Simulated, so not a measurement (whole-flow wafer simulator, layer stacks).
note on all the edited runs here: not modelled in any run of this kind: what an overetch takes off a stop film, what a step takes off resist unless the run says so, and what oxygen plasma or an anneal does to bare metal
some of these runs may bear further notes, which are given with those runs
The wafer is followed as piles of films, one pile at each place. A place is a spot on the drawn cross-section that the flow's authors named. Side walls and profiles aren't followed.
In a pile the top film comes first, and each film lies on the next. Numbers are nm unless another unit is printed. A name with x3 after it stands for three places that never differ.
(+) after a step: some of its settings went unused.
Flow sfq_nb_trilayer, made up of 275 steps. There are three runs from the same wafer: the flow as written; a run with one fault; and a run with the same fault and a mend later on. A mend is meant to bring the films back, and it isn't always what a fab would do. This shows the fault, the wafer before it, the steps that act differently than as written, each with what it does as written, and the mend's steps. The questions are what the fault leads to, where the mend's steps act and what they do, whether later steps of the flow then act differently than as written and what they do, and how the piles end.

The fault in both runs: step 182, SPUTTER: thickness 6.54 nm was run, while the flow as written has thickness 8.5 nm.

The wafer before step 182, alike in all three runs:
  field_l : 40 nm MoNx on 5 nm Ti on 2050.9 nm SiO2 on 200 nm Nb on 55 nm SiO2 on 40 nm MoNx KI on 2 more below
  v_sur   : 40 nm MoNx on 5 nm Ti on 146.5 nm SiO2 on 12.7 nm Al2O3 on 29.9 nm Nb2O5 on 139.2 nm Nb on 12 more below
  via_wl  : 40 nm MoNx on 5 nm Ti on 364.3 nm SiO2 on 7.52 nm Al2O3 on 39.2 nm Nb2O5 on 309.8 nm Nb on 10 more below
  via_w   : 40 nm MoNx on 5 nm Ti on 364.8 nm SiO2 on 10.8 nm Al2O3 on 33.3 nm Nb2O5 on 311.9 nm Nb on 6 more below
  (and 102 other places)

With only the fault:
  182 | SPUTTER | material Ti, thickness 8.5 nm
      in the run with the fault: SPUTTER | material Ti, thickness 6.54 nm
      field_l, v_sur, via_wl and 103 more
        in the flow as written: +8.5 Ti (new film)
        in the run with the fault: +6.54 Ti (new film)
  Steps further on in the flow that do not act as written (20 other steps are not shown; they differ only slightly, by no more than 2% or 0.5 nm, whichever is larger):
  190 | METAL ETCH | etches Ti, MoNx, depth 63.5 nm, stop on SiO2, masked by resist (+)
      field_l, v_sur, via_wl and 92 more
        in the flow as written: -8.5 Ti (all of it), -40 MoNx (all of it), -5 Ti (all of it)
        in the run with the fault: -6.54 Ti (all of it), -40 MoNx (all of it), -5 Ti (all of it)
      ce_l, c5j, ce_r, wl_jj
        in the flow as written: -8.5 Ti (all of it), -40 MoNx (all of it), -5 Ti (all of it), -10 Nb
        in the run with the fault: -6.54 Ti (all of it), -40 MoNx (all of it), -5 Ti (all of it), -12 Nb
  By the end, the piles at be_r, r_sur, res, r_end, r5r_line_l, r5r_line_c, r5r_line_r depart from the flow's by more than 2% or 0.5 nm, whichever is larger.
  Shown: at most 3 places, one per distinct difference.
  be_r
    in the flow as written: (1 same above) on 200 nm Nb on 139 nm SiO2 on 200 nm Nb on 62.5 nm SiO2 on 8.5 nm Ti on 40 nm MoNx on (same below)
    in the run with the fault: (1 same above) on 200 nm Nb on 141 nm SiO2 on 200 nm Nb on 62.5 nm SiO2 on 6.54 nm Ti on 40 nm MoNx on (same below)
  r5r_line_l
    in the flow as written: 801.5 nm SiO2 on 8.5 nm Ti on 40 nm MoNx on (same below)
    in the run with the fault: 803.5 nm SiO2 on 6.54 nm Ti on 40 nm MoNx on (same below)
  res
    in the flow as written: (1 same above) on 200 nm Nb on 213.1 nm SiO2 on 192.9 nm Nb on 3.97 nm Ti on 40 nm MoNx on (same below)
    in the run with the fault: (1 same above) on 200 nm Nb on 215.1 nm SiO2 on 192.9 nm Nb on 2.01 nm Ti on 40 nm MoNx on (same below)

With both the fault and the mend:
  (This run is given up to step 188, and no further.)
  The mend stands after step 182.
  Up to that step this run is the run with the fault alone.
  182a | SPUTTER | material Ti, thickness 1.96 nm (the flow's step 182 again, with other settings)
      field_l, v_sur, via_wl and 103 more
        +1.96 Ti
  Every later step of the flow up to step 188 that is run acts as written at every place that is followed.
  Once step 188 is done, the piles equal the flow's at every place that both follow.
